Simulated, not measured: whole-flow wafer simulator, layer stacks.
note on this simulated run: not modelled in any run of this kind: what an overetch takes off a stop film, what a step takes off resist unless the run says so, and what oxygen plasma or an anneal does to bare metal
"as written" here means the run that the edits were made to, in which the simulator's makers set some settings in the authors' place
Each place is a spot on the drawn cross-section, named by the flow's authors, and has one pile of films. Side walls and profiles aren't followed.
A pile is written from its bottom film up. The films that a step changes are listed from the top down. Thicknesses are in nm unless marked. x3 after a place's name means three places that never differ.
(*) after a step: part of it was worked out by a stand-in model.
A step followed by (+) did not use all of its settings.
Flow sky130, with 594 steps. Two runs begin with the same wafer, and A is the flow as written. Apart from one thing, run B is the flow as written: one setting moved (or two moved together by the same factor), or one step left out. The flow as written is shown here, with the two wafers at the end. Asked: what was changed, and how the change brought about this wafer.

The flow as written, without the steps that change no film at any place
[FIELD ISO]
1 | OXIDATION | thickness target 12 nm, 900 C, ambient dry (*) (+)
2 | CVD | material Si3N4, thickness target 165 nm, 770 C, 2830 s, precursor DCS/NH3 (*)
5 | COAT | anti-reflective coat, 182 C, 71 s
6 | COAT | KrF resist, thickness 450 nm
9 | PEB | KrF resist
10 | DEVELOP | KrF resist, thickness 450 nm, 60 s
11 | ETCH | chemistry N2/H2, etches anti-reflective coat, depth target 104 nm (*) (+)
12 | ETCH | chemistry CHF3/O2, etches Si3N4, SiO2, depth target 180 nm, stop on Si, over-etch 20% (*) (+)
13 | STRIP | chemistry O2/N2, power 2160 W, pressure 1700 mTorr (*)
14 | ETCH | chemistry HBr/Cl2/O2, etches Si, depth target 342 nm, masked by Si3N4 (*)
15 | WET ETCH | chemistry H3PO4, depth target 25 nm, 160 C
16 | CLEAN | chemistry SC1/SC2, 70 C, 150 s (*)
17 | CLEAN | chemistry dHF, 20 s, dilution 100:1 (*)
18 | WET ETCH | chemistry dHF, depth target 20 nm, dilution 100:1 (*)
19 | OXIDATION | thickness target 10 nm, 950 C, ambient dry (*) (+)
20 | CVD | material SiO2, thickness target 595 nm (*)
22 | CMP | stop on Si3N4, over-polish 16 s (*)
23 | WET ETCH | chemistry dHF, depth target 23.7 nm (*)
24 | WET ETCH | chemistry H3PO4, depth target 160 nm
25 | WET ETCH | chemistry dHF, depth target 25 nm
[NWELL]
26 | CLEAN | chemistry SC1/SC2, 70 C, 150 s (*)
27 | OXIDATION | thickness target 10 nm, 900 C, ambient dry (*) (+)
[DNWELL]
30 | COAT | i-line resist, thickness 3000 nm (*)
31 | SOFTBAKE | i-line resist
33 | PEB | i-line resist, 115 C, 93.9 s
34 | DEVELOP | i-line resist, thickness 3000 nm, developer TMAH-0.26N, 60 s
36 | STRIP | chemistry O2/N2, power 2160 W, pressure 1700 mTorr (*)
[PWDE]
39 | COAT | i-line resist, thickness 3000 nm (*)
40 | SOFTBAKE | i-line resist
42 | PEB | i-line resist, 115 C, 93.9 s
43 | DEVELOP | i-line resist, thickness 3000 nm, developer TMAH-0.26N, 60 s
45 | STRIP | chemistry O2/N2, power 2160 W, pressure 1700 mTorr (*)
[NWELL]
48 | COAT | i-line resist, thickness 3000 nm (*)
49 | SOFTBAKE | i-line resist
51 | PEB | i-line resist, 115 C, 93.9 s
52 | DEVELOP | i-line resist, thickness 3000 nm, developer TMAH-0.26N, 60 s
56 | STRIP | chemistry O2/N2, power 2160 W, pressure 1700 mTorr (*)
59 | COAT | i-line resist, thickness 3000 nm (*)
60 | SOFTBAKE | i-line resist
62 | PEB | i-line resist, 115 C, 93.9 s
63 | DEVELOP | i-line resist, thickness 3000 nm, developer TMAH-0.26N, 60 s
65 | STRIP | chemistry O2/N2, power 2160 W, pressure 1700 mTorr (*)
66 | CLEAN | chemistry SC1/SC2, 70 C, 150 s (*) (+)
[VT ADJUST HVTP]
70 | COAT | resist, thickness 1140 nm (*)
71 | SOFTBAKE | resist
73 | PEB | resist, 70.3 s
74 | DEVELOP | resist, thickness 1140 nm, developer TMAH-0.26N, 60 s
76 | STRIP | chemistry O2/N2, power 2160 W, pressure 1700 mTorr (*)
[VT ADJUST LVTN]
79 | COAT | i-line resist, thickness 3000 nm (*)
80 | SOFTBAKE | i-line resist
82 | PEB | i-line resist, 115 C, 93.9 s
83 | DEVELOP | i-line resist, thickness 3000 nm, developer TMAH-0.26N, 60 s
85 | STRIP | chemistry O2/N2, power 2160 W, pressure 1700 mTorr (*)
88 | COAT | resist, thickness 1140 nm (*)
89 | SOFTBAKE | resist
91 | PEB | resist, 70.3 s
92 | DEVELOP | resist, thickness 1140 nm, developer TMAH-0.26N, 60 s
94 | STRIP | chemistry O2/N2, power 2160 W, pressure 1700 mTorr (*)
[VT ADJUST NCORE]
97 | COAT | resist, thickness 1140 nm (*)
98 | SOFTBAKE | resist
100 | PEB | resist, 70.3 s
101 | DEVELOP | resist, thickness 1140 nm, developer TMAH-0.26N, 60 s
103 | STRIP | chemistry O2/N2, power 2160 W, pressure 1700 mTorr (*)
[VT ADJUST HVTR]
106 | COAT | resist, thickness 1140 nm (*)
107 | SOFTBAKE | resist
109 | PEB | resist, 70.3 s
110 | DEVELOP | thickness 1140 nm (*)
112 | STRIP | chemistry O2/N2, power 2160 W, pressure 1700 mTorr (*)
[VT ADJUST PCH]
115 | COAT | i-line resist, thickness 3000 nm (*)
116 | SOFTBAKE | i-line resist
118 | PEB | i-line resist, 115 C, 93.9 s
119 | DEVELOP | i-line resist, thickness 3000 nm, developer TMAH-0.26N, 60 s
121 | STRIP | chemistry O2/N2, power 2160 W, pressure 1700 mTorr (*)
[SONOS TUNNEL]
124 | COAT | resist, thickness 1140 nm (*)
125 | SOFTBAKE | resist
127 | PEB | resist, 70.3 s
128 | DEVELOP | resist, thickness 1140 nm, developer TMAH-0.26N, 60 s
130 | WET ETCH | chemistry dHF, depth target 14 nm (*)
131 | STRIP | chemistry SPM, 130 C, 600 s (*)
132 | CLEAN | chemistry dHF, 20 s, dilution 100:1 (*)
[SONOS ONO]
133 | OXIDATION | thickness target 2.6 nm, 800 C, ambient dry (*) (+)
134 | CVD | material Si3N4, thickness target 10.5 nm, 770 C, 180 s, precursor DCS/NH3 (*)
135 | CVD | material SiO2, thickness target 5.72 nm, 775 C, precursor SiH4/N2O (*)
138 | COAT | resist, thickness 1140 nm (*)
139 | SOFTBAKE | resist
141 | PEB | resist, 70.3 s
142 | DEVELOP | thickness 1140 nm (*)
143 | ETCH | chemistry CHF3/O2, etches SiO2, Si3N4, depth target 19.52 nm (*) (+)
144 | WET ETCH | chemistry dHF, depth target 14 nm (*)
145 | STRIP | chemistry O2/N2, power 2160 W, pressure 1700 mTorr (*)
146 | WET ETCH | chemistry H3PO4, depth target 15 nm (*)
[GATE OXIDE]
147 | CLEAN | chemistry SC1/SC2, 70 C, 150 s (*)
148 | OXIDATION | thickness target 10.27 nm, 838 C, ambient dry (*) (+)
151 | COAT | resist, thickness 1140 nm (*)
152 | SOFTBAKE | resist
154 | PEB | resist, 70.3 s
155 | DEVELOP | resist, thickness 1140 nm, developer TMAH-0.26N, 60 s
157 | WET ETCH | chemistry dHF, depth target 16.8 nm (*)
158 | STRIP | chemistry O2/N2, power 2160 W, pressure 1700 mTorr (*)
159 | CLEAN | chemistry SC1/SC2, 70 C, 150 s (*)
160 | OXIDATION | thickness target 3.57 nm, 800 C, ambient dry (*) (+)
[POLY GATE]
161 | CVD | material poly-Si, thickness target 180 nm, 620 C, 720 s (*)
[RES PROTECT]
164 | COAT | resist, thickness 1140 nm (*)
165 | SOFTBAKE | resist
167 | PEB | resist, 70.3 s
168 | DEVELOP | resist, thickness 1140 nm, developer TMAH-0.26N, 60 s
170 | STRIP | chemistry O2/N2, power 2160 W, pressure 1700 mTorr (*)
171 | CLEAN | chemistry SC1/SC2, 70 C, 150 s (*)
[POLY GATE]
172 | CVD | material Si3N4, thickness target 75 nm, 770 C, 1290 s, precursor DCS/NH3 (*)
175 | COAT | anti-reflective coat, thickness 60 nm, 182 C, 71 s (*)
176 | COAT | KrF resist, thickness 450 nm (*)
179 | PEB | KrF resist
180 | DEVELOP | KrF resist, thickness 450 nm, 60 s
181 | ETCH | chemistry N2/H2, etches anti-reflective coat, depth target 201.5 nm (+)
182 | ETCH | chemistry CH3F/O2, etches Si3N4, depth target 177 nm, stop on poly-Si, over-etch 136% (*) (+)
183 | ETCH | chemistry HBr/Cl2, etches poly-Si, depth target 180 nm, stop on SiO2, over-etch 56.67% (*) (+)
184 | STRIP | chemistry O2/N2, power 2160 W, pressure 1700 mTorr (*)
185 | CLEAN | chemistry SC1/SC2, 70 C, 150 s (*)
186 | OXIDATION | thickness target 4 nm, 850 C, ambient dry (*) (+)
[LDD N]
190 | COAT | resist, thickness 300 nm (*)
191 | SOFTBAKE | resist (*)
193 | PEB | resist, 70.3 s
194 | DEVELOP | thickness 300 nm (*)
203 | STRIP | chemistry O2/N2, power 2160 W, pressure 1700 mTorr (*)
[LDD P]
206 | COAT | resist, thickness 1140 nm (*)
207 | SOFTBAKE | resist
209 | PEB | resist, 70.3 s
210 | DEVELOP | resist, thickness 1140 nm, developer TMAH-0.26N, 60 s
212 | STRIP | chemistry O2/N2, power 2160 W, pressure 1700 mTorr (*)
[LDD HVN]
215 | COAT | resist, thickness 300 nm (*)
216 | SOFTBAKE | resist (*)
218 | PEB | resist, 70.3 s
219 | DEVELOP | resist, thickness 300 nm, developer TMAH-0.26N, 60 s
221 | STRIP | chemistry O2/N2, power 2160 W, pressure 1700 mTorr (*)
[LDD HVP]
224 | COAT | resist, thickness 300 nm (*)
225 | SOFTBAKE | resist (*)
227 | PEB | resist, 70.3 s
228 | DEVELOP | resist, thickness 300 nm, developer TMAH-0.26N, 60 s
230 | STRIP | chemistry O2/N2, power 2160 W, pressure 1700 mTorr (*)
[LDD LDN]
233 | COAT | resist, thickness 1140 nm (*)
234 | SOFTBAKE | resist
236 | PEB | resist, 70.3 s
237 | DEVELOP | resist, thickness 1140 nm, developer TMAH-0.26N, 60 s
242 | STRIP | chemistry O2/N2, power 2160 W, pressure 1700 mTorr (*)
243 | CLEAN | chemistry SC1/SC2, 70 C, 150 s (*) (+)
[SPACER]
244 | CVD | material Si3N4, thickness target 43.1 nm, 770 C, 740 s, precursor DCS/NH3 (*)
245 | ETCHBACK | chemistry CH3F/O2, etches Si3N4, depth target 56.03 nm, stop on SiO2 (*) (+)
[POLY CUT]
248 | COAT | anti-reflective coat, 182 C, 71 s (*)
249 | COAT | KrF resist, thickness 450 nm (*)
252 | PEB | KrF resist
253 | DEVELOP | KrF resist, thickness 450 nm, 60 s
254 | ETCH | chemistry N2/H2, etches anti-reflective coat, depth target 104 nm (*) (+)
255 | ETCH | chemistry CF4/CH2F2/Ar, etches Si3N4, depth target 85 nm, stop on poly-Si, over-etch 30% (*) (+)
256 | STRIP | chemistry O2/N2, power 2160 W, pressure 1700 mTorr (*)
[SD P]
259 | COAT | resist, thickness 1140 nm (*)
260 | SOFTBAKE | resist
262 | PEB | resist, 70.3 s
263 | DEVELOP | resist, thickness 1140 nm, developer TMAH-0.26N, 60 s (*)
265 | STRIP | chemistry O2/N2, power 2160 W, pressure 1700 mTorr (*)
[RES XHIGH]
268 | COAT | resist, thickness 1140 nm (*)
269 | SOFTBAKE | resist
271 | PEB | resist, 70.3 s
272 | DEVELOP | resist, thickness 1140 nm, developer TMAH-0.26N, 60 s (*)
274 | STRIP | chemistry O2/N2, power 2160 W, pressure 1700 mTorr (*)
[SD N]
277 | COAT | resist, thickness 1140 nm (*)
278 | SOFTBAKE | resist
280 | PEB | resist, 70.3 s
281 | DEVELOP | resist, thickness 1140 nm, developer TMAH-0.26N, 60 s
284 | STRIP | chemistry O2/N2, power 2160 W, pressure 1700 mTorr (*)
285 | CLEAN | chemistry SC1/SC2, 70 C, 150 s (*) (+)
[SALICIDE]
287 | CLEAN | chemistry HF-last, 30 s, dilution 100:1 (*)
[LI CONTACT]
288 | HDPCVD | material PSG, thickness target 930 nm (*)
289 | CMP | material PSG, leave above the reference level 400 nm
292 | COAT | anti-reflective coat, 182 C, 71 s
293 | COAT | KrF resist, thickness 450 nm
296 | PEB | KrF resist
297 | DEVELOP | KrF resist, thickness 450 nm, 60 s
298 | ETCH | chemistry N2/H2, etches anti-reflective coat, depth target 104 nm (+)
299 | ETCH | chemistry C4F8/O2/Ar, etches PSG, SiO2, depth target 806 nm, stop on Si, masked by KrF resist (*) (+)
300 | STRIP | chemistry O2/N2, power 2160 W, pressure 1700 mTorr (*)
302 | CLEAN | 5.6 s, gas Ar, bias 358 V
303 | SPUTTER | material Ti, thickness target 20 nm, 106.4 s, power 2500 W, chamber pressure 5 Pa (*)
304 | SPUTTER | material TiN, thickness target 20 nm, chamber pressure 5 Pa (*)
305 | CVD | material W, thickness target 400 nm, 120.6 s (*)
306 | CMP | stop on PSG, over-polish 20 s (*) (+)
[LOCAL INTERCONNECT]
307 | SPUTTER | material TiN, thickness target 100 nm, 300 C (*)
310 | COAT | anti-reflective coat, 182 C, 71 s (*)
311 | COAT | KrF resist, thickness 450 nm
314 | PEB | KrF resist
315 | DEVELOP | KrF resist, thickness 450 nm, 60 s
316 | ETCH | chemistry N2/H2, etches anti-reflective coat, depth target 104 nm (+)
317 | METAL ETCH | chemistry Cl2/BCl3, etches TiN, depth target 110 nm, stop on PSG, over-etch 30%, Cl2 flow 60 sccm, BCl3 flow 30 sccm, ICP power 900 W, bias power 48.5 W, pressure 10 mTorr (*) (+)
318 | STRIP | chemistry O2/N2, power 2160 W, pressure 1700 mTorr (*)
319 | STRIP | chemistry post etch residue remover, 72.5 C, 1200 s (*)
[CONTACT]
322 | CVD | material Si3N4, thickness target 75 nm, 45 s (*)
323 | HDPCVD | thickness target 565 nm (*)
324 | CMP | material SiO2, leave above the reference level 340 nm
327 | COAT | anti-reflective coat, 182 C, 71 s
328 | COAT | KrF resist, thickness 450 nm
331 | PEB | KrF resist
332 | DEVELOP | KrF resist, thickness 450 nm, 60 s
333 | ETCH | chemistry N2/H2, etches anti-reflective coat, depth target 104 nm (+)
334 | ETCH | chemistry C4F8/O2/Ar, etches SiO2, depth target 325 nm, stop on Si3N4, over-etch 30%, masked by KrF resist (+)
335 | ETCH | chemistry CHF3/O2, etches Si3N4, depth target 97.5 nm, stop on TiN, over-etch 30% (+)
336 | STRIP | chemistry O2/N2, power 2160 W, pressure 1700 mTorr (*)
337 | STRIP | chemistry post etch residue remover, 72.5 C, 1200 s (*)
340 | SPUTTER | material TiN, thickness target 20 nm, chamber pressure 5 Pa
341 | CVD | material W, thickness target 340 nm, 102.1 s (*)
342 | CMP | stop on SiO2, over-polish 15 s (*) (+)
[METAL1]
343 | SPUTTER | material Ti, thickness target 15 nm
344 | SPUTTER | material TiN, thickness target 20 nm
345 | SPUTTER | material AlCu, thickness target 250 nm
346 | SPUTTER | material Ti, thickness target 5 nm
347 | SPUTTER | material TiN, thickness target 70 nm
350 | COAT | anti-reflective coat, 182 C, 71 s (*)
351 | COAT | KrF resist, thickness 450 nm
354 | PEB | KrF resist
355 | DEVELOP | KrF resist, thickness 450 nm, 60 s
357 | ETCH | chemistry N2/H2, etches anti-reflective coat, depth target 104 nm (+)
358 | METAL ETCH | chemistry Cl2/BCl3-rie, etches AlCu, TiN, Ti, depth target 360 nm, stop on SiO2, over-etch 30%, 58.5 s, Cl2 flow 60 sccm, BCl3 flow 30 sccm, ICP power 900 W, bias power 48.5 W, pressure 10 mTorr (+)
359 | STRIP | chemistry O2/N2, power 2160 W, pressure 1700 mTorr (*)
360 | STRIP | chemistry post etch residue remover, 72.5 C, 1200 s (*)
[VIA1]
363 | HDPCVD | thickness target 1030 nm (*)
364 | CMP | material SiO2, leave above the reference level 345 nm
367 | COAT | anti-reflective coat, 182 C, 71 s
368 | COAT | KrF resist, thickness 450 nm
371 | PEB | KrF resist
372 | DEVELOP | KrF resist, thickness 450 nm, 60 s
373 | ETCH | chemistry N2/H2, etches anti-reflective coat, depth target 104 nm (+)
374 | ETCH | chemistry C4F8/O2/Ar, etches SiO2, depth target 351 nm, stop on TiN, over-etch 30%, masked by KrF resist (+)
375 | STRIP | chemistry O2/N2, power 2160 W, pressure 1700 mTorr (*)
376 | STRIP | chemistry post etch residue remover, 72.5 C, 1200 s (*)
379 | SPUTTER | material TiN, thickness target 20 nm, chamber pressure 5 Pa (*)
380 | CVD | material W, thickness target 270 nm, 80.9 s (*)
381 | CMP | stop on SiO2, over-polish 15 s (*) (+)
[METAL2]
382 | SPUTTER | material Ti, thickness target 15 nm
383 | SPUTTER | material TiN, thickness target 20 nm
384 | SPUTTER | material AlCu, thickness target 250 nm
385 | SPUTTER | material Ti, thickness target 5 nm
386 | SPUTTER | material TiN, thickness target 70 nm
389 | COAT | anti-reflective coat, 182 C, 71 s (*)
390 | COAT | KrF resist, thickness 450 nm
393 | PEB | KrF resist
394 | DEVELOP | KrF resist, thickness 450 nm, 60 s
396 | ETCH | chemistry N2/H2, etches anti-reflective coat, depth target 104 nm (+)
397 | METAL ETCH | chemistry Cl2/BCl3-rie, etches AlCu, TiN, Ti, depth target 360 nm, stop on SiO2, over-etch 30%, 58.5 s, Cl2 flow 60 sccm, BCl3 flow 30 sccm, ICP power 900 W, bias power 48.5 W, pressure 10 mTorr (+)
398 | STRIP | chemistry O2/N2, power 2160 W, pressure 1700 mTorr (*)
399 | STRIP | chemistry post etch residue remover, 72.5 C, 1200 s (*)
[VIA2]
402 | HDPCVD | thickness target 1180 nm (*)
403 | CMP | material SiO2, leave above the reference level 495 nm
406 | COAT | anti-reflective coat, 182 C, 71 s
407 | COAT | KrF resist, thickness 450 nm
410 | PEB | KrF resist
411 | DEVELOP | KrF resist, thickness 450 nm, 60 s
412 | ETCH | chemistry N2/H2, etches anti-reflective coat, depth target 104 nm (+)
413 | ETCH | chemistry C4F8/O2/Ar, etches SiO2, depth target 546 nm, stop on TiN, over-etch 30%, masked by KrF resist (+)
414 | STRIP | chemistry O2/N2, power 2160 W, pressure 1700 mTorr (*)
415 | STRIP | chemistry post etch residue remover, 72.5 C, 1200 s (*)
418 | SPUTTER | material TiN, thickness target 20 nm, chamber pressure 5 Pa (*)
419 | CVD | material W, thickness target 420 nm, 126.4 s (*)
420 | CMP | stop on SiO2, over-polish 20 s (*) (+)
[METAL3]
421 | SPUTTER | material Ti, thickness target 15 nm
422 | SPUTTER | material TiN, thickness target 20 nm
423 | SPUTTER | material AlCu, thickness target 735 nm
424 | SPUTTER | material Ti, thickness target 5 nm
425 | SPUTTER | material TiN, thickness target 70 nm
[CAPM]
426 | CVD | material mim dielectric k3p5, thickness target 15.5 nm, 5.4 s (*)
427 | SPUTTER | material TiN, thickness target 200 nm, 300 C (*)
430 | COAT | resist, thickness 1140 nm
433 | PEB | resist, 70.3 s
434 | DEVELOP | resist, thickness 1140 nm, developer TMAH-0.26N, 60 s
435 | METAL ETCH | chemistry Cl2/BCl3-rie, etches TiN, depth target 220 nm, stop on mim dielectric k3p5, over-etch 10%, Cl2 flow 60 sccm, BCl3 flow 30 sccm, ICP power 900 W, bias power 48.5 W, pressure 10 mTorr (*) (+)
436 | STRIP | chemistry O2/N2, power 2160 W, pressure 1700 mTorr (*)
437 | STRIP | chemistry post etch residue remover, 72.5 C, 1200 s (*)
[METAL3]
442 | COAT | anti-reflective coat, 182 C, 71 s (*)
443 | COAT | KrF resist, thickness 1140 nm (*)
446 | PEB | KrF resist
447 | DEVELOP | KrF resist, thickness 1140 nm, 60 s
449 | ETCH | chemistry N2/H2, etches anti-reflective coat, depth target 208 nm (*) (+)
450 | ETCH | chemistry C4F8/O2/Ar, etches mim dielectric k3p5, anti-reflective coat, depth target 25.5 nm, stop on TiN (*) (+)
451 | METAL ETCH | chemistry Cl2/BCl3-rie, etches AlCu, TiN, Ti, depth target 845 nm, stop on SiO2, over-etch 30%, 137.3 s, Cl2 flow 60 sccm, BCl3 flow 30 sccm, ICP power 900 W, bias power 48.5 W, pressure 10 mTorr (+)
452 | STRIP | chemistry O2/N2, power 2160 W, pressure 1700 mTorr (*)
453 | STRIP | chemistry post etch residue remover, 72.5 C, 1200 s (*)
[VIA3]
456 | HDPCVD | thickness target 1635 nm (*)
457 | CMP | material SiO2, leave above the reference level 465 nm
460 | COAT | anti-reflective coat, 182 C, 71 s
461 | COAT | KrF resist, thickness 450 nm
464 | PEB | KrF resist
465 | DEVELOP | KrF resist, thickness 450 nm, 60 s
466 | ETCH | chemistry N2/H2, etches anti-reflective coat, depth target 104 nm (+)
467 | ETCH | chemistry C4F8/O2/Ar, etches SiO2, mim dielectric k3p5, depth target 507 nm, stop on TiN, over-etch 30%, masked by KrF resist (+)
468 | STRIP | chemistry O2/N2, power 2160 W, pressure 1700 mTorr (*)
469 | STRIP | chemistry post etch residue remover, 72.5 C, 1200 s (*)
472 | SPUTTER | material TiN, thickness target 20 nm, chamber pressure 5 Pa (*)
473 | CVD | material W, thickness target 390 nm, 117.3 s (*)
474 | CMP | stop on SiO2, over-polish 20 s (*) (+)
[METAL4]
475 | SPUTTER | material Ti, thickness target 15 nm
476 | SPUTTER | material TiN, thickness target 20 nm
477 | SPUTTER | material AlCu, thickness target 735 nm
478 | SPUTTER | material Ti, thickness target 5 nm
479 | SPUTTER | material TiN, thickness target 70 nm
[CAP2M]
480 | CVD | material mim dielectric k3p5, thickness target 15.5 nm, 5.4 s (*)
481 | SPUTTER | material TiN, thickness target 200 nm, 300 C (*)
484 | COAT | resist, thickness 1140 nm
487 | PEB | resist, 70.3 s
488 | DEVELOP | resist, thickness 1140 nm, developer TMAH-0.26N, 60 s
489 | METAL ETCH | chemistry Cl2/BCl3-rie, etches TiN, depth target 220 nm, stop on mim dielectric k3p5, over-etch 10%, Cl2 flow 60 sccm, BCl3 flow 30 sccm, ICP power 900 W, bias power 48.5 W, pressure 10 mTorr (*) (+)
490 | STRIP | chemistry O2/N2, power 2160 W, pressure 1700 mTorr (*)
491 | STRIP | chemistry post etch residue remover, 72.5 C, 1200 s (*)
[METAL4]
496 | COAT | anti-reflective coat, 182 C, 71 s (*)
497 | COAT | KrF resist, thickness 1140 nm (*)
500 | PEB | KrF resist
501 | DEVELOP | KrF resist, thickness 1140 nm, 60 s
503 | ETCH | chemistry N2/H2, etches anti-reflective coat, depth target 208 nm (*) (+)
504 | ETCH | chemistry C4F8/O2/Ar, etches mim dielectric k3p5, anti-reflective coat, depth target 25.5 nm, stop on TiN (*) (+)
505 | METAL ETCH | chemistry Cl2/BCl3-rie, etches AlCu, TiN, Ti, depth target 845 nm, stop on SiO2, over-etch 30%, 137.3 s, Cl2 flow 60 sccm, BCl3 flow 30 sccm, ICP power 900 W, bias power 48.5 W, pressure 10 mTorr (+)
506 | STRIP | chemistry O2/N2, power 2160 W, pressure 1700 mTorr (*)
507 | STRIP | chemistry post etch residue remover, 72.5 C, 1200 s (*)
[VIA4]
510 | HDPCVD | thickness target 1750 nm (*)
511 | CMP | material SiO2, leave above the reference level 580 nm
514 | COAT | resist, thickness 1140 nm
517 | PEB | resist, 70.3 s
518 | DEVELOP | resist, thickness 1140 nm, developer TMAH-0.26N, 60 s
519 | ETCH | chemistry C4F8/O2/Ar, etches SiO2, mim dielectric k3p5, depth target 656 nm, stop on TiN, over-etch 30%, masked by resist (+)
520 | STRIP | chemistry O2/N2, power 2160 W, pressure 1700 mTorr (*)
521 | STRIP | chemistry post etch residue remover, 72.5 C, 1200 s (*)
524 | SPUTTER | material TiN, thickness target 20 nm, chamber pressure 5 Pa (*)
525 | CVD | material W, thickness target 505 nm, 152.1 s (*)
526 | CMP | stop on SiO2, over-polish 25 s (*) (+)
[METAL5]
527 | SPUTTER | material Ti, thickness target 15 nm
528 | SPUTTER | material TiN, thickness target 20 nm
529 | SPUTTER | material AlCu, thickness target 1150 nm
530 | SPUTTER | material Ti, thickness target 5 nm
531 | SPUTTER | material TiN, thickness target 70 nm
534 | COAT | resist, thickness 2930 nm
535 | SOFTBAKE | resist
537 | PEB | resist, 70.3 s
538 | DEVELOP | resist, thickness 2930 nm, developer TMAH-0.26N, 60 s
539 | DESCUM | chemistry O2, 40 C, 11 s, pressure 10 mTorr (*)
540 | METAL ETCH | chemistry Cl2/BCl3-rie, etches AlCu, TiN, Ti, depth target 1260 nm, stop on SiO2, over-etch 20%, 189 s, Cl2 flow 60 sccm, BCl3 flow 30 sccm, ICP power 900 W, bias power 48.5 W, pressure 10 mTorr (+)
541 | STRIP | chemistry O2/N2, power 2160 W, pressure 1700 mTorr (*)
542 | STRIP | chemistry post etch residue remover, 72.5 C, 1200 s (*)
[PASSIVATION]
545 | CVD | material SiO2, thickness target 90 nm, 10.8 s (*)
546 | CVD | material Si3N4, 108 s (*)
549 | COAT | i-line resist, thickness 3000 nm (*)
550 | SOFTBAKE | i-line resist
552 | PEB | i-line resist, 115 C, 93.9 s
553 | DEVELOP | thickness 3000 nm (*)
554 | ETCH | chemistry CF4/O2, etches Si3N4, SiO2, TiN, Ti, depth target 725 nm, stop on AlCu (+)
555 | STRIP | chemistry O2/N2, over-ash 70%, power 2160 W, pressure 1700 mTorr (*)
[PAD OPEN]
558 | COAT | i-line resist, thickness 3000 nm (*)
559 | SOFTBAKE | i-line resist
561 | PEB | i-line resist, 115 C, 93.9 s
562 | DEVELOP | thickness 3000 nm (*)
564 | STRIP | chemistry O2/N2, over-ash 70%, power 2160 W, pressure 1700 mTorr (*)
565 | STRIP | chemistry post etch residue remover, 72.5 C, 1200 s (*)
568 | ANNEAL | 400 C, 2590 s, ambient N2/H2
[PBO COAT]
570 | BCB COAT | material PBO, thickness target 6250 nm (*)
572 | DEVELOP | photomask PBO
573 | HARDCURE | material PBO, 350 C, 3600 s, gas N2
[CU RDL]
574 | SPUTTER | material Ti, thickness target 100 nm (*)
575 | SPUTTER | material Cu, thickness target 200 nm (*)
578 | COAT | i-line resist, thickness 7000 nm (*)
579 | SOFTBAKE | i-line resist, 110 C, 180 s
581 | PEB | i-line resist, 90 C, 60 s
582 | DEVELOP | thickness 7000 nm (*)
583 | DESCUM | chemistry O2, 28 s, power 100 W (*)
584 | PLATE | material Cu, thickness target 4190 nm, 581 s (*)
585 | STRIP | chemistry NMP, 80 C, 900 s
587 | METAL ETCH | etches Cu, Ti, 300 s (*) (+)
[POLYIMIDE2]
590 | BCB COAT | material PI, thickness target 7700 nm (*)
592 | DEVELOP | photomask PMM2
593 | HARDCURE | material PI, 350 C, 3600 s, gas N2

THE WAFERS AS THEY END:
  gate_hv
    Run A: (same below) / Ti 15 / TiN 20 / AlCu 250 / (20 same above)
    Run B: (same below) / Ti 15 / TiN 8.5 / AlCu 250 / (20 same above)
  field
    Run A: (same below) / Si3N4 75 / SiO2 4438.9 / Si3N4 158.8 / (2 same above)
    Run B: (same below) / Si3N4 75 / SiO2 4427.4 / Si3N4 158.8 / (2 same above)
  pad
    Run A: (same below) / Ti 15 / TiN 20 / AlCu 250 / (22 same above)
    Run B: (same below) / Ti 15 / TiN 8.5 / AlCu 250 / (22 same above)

Cause: step 383, SPUTTER: thickness target 8.5 nm was run, whereas the flow has thickness target 20 nm.
One can read it off the wafer: gate_hv has TiN 8.5, and step 383 as written asks for 20 nm.

How this came from the change, step by step:
  383 | SPUTTER | material TiN, thickness target 20 nm
      field, active, n_well and 188 more: A +20 TiN (new film) | B +8.5 TiN (new film)
  397 | METAL ETCH | chemistry Cl2/BCl3-rie, etches AlCu, TiN, Ti, depth target 360 nm, stop on SiO2, over-etch 30%, 58.5 s, Cl2 flow 60 sccm, BCl3 flow 30 sccm, ICP power 900 W, bias power 48.5 W, pressure 10 mTorr (+)
      field, active, gate and 82 more: A -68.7 TiN (all of it), -5 Ti (all of it), -250 AlCu (all of it), -20 TiN (all of it), -15 Ti (all of it), -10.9 SiO2 | B -68.7 TiN (all of it), -5 Ti (all of it), -250 AlCu (all of it), -8.5 TiN (all of it), -15 Ti (all of it), -12.1 SiO2
  403 | CMP | material SiO2, leave above the reference level 495 nm
      field, active, gate and 82 more: A -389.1 SiO2 | B -399.4 SiO2
